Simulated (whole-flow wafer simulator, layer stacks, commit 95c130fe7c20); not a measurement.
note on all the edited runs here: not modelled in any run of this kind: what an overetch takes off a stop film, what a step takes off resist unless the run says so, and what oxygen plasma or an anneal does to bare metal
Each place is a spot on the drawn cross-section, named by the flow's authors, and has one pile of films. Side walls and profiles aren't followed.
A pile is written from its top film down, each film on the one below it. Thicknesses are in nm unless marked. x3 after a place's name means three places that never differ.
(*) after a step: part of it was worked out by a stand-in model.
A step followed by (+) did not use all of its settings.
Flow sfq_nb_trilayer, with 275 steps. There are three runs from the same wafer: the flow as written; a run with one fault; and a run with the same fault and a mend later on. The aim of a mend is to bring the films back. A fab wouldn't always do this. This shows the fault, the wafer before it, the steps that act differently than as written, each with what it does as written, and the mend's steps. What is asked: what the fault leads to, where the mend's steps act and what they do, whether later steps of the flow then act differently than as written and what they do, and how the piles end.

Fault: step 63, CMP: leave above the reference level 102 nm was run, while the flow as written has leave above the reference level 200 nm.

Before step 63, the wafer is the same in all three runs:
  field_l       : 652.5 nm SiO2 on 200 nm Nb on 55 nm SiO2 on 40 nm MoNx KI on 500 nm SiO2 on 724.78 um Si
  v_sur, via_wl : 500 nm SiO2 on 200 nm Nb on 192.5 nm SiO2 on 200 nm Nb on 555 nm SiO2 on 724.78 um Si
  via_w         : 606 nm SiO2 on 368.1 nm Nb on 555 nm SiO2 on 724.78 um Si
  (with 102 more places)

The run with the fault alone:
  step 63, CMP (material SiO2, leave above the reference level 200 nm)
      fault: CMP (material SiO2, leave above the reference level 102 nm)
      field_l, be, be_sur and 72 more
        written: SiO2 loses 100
        fault: SiO2 loses 198
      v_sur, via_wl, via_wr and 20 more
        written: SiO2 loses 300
        fault: SiO2 loses 398
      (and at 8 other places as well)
  Later steps of the flow acting differently than as written (3 more steps, not shown, differ only slightly: by at most 2% or 0.5 nm, whichever is larger):
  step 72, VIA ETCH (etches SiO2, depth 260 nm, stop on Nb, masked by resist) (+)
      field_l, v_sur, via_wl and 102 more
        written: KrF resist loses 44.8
        fault: KrF resist loses 26.3
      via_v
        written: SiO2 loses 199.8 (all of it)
        fault: SiO2 loses 101.8 (all of it)
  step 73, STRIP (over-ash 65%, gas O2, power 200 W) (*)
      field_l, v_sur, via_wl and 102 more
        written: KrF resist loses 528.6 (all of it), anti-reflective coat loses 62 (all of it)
        fault: KrF resist loses 547.1 (all of it), anti-reflective coat loses 62 (all of it)
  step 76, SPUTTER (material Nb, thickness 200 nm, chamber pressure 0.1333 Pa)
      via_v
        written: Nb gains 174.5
        fault: Nb gains 194
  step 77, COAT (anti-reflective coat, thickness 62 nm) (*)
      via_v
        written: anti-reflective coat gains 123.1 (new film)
        fault: anti-reflective coat gains 103.4 (new film)
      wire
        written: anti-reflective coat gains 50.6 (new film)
        fault: anti-reflective coat gains 49.4 (new film)
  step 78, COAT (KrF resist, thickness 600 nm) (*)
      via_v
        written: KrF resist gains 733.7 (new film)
        fault: KrF resist gains 651.1 (new film)
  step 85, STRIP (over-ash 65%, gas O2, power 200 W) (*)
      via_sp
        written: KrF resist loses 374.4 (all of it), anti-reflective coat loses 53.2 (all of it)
        fault: KrF resist loses 382.6 (all of it), anti-reflective coat loses 52.7 (all of it)
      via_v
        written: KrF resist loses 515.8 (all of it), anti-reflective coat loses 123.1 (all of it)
        fault: KrF resist loses 433.3 (all of it), anti-reflective coat loses 103.4 (all of it)
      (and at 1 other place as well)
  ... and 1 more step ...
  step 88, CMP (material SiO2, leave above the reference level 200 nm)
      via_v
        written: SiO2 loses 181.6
        fault: SiO2 loses 193
  The piles end different from the flow's at field_l, v_sur, via_wl and 103 more by more than 2% or 0.5 nm, whichever is larger.
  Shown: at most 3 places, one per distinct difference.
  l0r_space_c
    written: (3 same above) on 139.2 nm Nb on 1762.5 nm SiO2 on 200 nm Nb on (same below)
    fault: (3 same above) on 139.2 nm Nb on 1664.5 nm SiO2 on 200 nm Nb on (same below)
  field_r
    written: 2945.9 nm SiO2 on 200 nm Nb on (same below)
    fault: 2847.9 nm SiO2 on 200 nm Nb on (same below)
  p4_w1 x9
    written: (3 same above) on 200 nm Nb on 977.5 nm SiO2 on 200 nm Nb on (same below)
    fault: (3 same above) on 200 nm Nb on 879.5 nm SiO2 on 200 nm Nb on (same below)

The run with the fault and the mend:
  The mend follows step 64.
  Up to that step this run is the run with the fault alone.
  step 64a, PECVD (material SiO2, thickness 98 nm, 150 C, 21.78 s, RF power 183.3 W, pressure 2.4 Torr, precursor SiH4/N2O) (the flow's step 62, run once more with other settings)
      field_l, v_sur, via_wl and 103 more
        SiO2 gains 98
  Every later step of the flow that is run acts as written at every place that is followed.
  At every place that both follow, the piles at the end match the flow's.
